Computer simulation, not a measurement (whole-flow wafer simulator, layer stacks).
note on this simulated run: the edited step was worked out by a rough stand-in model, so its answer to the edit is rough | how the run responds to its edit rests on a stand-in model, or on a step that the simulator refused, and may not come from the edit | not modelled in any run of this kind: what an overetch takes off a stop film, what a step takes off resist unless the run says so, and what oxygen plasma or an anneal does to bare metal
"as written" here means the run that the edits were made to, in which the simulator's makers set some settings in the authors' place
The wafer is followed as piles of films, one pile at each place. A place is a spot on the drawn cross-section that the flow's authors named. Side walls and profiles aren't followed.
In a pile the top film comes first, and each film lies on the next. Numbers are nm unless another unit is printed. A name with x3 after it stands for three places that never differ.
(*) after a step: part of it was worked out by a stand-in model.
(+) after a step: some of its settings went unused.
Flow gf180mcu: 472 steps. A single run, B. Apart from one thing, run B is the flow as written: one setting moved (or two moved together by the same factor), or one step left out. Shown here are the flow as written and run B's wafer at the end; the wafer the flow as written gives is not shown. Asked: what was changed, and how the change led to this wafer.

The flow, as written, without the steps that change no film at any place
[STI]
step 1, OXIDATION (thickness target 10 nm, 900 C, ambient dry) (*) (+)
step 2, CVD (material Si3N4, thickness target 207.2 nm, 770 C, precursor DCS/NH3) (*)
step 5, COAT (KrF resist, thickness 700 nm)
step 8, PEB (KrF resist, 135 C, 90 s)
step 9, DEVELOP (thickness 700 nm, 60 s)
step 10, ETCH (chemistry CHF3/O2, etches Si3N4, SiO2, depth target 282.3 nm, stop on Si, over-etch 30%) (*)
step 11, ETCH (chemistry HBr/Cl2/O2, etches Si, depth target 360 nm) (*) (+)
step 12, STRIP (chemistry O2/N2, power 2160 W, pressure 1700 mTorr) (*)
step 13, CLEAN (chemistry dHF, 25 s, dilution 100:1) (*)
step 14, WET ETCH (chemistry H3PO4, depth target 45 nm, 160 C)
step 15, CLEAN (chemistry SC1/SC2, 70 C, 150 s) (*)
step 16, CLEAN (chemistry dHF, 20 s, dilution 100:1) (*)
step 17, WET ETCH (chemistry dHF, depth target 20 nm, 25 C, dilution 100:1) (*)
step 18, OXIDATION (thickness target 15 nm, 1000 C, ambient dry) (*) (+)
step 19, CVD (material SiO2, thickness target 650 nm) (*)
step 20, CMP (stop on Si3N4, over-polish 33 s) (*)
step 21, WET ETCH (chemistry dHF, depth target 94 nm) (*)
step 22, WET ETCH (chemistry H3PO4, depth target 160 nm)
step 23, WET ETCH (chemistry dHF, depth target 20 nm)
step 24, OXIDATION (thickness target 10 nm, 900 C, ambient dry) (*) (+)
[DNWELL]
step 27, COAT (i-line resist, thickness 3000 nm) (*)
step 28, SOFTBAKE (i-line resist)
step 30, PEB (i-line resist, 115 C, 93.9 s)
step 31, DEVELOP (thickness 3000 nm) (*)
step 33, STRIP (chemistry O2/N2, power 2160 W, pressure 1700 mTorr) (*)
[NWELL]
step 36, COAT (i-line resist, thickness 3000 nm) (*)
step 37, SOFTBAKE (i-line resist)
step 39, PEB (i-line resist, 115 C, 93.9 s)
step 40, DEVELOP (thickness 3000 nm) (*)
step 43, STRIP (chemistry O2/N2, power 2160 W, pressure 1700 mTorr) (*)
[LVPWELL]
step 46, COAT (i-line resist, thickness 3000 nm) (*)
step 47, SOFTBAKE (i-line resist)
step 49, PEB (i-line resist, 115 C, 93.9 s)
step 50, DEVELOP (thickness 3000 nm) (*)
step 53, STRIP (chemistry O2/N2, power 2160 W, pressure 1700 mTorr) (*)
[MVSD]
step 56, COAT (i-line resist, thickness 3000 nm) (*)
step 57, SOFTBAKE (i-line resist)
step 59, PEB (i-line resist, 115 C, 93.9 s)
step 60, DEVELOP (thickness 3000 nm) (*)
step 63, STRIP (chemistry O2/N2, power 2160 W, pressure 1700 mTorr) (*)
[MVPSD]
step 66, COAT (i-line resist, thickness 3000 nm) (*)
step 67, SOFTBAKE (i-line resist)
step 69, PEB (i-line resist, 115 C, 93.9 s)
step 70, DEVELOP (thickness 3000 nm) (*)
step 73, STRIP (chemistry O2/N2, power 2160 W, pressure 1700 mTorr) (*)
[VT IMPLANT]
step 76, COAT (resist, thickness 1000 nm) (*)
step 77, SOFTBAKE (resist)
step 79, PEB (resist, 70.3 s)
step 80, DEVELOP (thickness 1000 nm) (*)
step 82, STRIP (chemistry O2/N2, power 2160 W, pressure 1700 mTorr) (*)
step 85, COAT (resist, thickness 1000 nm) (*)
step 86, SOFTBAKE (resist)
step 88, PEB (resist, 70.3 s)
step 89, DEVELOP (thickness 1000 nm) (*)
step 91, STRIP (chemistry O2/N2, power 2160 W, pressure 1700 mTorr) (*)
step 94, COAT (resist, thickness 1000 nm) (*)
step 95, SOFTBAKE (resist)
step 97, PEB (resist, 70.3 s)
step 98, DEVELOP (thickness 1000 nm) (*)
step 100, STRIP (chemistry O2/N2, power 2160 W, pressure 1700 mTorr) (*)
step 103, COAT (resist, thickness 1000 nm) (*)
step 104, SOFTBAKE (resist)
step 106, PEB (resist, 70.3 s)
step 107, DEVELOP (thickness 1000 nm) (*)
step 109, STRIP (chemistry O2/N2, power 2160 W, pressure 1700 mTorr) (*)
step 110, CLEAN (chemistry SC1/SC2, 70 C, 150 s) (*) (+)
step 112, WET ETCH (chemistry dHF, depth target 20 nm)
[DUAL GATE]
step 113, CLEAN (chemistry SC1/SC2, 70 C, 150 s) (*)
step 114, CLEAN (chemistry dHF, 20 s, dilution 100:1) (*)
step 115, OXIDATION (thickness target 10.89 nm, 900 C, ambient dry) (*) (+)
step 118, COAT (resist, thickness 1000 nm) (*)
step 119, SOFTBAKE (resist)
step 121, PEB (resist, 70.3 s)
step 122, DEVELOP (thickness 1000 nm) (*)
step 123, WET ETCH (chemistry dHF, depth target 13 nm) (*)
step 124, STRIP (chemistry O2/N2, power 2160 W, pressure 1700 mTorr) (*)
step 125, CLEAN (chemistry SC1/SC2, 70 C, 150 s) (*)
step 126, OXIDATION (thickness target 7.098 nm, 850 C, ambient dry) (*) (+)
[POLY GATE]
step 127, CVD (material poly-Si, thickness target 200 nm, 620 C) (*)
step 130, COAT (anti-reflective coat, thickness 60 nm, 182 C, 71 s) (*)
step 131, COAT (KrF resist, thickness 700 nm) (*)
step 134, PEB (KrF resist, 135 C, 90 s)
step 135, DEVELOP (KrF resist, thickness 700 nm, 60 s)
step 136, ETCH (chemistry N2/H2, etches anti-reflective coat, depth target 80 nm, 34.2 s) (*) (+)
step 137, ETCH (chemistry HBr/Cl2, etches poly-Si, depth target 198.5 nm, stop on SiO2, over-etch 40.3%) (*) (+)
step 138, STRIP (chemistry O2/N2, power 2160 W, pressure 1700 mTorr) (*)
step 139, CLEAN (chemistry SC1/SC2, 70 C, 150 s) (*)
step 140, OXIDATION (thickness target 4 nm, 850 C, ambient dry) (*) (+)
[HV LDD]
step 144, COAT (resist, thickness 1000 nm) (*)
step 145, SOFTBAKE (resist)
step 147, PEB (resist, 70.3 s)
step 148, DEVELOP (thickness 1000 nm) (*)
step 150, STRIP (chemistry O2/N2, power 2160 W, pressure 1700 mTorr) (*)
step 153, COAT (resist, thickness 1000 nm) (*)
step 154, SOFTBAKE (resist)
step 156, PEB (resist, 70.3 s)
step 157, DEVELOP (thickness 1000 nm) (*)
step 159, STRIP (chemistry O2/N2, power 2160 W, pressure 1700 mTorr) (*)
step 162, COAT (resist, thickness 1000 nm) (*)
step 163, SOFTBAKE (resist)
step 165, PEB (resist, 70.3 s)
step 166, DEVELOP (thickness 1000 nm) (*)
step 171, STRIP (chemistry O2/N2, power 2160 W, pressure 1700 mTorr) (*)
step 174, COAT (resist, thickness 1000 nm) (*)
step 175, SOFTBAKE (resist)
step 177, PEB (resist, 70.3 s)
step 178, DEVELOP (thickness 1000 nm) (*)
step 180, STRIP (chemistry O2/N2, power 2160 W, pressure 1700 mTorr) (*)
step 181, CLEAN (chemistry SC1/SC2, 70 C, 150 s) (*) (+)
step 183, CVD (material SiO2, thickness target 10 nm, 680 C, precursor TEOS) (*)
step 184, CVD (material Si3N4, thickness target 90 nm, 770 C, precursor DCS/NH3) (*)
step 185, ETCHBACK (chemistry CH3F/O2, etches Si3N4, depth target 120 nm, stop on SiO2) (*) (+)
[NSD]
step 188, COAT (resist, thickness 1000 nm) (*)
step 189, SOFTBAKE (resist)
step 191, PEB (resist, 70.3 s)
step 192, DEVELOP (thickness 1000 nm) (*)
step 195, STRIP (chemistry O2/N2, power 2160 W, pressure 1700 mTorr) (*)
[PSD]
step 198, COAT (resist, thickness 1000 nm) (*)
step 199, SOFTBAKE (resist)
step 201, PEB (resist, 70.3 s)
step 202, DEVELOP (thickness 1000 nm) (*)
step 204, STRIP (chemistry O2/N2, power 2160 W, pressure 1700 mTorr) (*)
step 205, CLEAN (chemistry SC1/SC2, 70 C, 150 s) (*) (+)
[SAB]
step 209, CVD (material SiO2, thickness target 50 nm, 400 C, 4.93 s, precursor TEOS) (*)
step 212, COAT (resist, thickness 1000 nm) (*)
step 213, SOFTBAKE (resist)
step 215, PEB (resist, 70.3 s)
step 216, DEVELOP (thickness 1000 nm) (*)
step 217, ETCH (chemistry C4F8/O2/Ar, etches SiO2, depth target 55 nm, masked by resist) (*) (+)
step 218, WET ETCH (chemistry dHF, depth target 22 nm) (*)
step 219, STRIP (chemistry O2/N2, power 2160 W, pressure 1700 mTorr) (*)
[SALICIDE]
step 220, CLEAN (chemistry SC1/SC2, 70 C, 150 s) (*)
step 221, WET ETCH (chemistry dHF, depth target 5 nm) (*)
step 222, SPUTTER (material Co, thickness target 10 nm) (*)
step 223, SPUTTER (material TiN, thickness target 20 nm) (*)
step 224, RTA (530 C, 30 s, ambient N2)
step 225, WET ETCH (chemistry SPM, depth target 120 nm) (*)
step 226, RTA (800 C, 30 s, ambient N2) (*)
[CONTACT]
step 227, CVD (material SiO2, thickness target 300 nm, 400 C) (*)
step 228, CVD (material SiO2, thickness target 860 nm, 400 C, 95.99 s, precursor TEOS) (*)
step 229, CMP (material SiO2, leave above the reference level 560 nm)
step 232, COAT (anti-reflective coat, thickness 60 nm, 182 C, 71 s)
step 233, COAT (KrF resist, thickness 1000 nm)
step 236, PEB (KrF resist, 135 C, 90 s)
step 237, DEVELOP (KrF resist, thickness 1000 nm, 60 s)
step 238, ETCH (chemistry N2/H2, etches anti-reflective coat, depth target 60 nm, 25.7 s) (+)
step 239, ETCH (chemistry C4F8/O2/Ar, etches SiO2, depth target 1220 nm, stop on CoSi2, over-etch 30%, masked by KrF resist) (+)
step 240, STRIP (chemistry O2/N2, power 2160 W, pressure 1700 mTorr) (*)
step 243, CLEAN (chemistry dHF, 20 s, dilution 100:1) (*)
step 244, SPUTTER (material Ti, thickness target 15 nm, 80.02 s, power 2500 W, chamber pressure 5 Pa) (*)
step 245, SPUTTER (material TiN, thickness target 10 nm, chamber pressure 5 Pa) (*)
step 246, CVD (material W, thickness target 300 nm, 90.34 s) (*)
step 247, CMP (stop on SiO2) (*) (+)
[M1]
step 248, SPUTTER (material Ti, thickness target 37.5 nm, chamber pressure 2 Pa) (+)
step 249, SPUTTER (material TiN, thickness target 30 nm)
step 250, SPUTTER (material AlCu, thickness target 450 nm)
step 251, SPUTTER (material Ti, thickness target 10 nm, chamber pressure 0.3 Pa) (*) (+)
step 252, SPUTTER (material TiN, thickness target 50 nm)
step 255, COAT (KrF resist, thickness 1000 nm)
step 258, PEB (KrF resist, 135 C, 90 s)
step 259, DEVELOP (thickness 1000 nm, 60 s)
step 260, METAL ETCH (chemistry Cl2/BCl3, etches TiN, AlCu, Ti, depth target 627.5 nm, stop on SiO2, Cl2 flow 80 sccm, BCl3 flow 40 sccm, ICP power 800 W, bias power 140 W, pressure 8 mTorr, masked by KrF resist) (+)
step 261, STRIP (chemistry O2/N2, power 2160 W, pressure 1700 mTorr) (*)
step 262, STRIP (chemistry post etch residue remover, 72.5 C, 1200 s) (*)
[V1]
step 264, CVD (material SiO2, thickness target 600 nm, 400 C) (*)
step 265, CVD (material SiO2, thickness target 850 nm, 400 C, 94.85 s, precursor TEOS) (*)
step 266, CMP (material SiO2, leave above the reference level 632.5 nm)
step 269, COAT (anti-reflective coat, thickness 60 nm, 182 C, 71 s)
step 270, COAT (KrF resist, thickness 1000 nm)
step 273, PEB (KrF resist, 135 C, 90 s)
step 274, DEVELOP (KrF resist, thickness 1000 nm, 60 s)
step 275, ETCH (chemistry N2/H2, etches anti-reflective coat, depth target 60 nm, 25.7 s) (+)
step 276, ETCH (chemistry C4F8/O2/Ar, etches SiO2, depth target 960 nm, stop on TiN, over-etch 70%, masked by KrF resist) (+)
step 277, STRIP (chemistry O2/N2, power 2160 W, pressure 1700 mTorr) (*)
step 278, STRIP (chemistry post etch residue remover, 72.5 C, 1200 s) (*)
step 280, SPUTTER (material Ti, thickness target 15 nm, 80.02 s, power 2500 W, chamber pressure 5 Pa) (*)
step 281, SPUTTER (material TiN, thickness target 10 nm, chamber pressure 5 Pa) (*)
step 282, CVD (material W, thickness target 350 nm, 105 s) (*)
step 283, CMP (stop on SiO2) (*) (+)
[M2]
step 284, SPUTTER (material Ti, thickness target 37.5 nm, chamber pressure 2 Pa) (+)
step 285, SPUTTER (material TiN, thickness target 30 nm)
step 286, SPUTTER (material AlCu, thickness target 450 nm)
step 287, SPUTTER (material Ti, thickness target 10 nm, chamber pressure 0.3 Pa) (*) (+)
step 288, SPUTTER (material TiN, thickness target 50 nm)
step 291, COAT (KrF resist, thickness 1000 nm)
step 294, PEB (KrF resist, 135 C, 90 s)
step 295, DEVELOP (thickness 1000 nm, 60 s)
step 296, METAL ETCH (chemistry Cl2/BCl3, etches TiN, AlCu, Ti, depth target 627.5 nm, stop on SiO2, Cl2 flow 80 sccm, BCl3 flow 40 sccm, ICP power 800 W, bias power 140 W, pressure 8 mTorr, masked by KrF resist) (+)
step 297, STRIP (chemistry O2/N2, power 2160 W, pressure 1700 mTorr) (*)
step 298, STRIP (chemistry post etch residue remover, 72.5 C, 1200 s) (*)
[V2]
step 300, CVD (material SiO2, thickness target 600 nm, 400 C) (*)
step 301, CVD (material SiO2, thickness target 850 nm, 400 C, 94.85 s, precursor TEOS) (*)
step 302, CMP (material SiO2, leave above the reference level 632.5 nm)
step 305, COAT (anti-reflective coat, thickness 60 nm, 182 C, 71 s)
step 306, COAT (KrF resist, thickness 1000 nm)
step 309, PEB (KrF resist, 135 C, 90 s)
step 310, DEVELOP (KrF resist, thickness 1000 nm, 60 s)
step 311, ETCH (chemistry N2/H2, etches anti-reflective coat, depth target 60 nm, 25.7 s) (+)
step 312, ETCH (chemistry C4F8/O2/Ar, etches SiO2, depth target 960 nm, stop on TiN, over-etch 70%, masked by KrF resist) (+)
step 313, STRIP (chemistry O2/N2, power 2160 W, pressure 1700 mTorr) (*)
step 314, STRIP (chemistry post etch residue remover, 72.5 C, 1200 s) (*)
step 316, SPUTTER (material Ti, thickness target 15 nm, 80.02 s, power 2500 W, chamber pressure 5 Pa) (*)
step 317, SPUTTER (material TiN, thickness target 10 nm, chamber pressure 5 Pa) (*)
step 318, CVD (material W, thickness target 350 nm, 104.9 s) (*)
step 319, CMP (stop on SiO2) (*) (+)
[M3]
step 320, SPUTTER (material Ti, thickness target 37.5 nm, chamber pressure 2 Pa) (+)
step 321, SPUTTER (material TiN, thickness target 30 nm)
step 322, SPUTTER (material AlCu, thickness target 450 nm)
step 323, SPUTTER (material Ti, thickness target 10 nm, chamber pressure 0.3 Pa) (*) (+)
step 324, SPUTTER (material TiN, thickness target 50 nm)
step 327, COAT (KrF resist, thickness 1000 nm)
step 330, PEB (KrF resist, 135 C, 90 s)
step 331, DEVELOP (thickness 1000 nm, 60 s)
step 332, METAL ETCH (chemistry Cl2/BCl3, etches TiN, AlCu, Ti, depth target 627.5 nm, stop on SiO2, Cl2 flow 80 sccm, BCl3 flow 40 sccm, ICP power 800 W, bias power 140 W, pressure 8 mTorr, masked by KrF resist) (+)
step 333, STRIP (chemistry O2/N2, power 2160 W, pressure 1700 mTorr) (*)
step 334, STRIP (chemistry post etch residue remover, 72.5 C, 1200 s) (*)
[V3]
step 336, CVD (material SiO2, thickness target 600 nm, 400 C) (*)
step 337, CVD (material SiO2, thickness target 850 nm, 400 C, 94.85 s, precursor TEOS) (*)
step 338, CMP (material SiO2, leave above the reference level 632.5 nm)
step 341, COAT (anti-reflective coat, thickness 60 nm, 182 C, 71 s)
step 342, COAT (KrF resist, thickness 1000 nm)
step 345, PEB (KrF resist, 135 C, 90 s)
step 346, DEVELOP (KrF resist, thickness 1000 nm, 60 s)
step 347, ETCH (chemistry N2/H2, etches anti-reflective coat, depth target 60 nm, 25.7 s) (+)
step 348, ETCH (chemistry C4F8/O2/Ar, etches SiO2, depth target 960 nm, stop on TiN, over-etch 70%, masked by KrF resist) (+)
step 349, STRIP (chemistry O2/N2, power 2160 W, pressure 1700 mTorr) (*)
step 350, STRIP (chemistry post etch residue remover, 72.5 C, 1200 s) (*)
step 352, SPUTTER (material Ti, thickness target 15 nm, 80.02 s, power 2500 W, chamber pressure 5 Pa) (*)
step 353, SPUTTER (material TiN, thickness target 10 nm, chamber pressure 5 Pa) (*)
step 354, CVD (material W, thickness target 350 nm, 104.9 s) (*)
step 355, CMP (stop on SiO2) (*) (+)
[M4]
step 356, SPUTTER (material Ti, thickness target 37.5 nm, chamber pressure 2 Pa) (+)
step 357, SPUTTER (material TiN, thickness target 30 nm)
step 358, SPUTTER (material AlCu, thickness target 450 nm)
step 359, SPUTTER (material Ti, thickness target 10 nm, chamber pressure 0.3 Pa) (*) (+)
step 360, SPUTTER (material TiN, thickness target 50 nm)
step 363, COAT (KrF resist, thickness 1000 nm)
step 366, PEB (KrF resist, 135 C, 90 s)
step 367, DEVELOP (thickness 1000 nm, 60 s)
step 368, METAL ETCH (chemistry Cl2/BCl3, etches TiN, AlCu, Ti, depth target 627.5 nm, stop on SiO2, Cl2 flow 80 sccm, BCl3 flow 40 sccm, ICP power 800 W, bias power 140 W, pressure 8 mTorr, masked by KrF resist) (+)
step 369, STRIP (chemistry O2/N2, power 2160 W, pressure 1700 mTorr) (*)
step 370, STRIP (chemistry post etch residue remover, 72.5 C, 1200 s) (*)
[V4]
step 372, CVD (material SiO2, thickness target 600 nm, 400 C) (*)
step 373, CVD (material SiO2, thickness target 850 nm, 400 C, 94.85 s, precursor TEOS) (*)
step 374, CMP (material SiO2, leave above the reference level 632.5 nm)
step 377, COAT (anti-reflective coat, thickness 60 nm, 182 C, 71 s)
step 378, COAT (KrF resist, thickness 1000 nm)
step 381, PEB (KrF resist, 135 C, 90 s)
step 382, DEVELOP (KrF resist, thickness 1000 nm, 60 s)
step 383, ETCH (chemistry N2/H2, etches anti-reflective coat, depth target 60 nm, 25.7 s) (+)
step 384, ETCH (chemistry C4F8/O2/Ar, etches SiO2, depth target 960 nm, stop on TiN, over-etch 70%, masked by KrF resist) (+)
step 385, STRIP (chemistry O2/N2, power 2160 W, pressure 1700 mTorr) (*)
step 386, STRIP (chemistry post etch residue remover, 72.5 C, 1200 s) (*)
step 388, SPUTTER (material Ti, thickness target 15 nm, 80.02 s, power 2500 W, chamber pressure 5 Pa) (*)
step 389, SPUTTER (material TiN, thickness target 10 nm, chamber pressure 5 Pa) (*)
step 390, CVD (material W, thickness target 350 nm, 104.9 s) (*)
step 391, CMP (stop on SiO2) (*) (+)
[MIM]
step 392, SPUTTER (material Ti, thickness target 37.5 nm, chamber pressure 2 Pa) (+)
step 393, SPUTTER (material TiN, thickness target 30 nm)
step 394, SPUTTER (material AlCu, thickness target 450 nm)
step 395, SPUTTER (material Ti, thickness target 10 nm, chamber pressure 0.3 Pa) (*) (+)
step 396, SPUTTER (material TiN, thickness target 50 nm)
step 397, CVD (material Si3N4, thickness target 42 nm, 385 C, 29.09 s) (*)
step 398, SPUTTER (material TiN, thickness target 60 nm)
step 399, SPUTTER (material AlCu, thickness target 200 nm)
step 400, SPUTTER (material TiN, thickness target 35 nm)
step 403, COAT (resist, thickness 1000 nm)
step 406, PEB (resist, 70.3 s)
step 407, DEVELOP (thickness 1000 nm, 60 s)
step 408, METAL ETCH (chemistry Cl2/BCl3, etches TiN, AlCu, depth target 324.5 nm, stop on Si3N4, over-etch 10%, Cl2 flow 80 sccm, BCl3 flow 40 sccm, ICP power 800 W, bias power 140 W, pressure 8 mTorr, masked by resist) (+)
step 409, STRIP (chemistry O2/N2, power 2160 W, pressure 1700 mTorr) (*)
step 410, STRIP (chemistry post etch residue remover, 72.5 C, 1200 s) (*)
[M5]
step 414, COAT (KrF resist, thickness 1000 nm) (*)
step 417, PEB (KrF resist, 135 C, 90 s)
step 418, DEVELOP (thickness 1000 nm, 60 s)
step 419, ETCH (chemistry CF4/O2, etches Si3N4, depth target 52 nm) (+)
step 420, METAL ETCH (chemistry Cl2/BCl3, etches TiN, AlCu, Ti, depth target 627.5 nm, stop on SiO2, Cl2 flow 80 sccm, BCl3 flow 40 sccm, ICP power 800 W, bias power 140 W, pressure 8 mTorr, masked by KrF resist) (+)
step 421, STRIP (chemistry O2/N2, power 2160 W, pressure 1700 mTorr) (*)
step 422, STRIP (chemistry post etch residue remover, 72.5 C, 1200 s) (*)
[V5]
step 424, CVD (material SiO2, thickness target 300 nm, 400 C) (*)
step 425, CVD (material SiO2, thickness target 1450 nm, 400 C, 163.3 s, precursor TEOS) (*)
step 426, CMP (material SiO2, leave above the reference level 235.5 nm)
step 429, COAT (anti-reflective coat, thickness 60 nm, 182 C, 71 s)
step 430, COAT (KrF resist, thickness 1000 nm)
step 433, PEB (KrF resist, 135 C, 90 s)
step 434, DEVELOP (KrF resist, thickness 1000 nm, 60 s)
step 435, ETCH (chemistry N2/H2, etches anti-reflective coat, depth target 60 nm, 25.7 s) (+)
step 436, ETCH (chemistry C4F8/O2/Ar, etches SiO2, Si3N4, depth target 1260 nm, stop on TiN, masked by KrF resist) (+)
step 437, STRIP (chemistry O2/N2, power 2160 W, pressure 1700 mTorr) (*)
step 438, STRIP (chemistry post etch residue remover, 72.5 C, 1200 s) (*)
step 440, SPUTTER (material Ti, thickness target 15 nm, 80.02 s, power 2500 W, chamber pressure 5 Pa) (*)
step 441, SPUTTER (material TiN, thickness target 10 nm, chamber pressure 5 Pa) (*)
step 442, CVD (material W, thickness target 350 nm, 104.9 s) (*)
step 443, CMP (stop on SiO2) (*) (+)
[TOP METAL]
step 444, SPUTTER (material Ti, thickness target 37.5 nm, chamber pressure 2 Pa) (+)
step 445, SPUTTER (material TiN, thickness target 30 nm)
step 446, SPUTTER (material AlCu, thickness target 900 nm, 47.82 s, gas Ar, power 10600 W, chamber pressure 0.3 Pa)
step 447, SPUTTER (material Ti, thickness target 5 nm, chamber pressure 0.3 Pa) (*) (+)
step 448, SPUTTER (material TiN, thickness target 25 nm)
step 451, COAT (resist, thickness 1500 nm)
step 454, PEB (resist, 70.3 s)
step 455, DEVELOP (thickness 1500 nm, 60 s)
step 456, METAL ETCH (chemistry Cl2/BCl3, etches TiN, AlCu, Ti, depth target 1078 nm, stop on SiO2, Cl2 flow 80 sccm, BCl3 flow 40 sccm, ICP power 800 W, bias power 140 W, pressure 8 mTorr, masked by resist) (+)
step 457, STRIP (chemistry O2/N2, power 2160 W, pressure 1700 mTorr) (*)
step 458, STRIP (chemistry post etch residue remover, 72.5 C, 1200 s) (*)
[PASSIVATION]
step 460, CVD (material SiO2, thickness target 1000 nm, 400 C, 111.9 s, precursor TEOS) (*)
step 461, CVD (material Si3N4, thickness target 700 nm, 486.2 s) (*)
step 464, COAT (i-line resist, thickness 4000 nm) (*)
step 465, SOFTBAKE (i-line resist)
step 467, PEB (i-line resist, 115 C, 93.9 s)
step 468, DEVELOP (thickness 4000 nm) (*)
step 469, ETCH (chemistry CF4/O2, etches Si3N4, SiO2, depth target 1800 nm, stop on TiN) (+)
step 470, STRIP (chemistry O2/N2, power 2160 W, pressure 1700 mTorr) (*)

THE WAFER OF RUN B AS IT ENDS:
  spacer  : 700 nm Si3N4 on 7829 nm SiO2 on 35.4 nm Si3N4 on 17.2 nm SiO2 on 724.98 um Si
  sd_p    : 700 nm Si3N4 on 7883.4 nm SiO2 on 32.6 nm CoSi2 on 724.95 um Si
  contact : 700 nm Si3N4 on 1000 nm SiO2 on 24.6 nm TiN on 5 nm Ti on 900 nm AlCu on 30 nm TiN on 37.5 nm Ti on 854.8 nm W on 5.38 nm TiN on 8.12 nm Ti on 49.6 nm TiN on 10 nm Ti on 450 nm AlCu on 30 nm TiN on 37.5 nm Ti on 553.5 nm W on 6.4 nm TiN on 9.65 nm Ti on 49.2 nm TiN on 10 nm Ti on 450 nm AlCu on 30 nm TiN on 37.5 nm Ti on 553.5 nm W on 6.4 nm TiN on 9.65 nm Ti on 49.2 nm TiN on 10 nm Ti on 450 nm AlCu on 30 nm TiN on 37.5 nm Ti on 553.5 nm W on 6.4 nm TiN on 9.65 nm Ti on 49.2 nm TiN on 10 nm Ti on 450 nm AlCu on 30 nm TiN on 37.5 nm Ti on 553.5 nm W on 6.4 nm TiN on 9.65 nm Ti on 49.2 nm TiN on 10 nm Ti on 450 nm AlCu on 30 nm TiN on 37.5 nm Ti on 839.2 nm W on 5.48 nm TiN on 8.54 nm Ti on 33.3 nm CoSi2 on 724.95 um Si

What caused this: step 184, CVD: thickness target 39.6 nm was run, whereas the flow has thickness target 90 nm.

How this came from the change, step by step:
  step 184, CVD (material Si3N4, thickness target 90 nm, 770 C, precursor DCS/NH3) (*)
      field, field__w1, field__w2 and 101 more: +39.6 Si3N4 (new film) (it would be, as written: +90 Si3N4 (new film))
  step 185, ETCHBACK (chemistry CH3F/O2, etches Si3N4, depth target 120 nm, stop on SiO2) (*) (+)
      field, field__w1, field__w2 and 100 more: -39.6 Si3N4 (all of it), -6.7 SiO2 (it would be, as written: -90 Si3N4 (all of it), -2.5 SiO2)
  step 188, COAT (resist, thickness 1000 nm) (*)
      spacer: +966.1 resist (new film) (it would be, as written: +920.2 resist (new film))
  step 189, SOFTBAKE (resist)
      ld_drn_p: nothing (it would be, as written: -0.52 resist)
      field: +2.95 resist (it would be, as written: +3.56 resist)
      (as well as at 28 more places)
  step 191, PEB (resist, 70.3 s)
      spacer: -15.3 resist (it would be, as written: -14.3 resist)
  step 192, DEVELOP (thickness 1000 nm) (*)
      spacer: -950.7 resist (all of it) (it would be, as written: -905.9 resist (all of it))
  step 198, COAT (resist, thickness 1000 nm) (*)
      spacer: +966.1 resist (new film) (it would be, as written: +920.2 resist (new film))
  step 199, SOFTBAKE (resist)
      ld_drn_p: nothing (it would be, as written: -0.52 resist)
      field: +2.95 resist (it would be, as written: +3.56 resist)
      (as well as at 28 more places)
  step 201, PEB (resist, 70.3 s)
      spacer: -15.3 resist (it would be, as written: -14.3 resist)
  step 204, STRIP (chemistry O2/N2, power 2160 W, pressure 1700 mTorr) (*)
      spacer: -950.7 resist (all of it) (it would be, as written: -905.9 resist (all of it))
  step 212, COAT (resist, thickness 1000 nm) (*)
      spacer: +965.2 resist (new film) (it would be, as written: +919.4 resist (new film))
  step 213, SOFTBAKE (resist)
      field__w9: +6.4 resist (it would be, as written: -3.11 resist)
      field__w11: +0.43 resist (it would be, as written: -0.09 resist)
      (as well as at 25 more places)
  step 215, PEB (resist, 70.3 s)
      spacer: -15.3 resist (it would be, as written: -14.3 resist)
  step 216, DEVELOP (thickness 1000 nm) (*)
      spacer: -949.9 resist (all of it) (it would be, as written: -905.1 resist (all of it))
  step 218, WET ETCH (chemistry dHF, depth target 22 nm) (*)
      gate, gate_hv, gate_p and 23 more: -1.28 SiO2 (all of it) (it would be, as written: -5.48 SiO2 (all of it))
      active, p_well, sd_n, iso_ptap_pw, iso_ntap_nw, iso_ptap_sub, vpnp_e: -4.81 SiO2 (all of it) (it would be, as written: -9.01 SiO2 (all of it))
      (as well as at 16 more places)
  step 222, SPUTTER (material Co, thickness target 10 nm) (*)
      field__w2: +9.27 Co (new film) (it would be, as written: +8.65 Co (new film))
      field__w3: +8.89 Co (new film) (it would be, as written: +8.06 Co (new film))
      (as well as at 5 more places)
  ... 4 other steps ...
  step 229, CMP (material SiO2, leave above the reference level 560 nm)
      field__w2: -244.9 SiO2 (it would be, as written: -250 SiO2)
      field__w3: -227.1 SiO2 (it would be, as written: -232.3 SiO2)
      (as well as at 3 more places)
